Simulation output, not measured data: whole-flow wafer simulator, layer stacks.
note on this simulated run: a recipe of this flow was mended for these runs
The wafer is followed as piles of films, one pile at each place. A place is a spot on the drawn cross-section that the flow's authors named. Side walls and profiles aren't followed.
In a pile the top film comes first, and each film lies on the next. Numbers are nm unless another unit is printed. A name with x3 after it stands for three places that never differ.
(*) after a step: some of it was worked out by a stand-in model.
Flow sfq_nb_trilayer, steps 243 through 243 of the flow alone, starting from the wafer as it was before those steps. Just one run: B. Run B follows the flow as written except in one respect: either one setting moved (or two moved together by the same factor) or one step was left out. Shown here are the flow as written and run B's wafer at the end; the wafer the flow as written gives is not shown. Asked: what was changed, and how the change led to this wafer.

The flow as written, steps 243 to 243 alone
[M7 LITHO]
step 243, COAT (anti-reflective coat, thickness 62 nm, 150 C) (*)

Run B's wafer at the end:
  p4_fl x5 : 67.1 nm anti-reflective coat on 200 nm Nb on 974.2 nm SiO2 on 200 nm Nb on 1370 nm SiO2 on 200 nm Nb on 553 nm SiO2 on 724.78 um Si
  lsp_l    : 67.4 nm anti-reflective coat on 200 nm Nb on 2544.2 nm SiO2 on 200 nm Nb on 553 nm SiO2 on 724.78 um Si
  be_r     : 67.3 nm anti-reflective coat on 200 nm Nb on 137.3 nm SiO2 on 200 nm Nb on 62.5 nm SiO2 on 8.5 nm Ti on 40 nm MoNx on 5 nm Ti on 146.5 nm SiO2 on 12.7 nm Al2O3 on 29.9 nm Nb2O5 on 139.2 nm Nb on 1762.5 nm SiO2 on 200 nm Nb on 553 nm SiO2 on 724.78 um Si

Cause: step 243, COAT: thickness 67.1 nm was run, though the flow has thickness 62 nm.
One can read it off the wafer: p4_fl x5 has anti-reflective coat 67.1, and step 243 as written asks for 62 nm.

Step by step, how the change led to this:
  step 243, COAT (anti-reflective coat, thickness 62 nm, 150 C) (*)
      p4_fl x5, p4_w1 x9, p3_s0 x15 and 48 more: anti-reflective coat gains 67.1 (new film) (in the flow as written it would be: anti-reflective coat gains 62 (new film))
      lsp_l, ln_m5, lsp_m, ln_m6, lsp_r, l0_sur, l0v: anti-reflective coat gains 67.4 (new film) (in the flow as written it would be: anti-reflective coat gains 62.3 (new film))
      (also at 22 further places)
